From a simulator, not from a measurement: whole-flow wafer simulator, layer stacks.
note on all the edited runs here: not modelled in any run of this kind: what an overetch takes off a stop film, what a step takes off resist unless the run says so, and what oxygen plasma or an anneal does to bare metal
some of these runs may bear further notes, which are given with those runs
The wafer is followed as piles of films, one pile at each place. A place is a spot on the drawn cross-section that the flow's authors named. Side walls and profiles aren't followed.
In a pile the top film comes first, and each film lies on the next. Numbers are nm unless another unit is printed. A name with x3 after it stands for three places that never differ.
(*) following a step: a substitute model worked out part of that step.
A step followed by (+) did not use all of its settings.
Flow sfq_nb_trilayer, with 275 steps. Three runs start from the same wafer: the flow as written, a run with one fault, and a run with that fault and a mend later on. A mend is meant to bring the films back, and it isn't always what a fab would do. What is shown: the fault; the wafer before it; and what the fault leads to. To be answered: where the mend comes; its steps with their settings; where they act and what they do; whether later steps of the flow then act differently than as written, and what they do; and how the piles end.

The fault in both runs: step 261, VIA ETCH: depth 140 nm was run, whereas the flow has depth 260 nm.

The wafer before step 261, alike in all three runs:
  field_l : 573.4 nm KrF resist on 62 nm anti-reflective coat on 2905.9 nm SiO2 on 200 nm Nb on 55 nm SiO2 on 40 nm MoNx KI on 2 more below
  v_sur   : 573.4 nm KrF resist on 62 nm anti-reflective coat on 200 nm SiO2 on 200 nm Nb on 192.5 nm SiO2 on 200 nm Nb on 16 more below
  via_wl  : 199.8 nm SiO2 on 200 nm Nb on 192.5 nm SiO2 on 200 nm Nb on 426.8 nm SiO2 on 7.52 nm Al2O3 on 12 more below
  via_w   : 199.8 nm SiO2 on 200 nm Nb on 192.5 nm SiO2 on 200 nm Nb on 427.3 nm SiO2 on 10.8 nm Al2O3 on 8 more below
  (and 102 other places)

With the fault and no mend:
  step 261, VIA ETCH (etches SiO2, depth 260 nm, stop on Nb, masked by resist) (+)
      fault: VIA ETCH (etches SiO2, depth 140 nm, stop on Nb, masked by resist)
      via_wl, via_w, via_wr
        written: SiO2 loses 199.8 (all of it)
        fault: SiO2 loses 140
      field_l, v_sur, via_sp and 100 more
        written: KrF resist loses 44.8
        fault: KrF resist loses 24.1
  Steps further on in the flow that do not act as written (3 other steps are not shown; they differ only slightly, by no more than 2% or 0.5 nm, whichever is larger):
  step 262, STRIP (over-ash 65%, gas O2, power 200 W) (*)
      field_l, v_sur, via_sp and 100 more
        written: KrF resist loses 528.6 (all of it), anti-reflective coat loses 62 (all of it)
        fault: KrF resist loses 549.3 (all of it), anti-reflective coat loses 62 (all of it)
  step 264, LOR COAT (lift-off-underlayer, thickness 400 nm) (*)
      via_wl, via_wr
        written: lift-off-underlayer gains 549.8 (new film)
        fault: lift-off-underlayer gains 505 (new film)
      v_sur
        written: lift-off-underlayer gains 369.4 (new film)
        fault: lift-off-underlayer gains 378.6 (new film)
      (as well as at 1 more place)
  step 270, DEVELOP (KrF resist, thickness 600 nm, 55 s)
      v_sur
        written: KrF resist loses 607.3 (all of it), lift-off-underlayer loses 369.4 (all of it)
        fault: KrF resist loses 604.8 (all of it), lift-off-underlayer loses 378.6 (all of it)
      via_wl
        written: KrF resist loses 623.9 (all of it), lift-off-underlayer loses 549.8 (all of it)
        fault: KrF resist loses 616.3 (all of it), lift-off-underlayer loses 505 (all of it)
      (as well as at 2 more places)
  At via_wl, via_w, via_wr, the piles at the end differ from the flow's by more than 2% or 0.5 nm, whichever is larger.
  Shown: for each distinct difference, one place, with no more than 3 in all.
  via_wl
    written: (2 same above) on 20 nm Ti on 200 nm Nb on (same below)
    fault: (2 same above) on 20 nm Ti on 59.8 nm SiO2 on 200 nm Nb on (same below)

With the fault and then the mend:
  The mend stands after step 261.
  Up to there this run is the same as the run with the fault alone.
  step 261a, VIA ETCH (etches SiO2, depth 120 nm, stop on Nb, masked by resist) (+) (a further turn of the flow's step 261, with different settings)
      field_l, v_sur, via_sp and 100 more
        KrF resist loses 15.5
      via_wl, via_w, via_wr
        SiO2 loses 59.8 (all of it)
  Later steps of the flow that are run all act as written at every place that is followed, up to a difference of at most 2% or 0.5 nm, whichever is larger.
  The piles end the same as the flow's at every place that both follow.
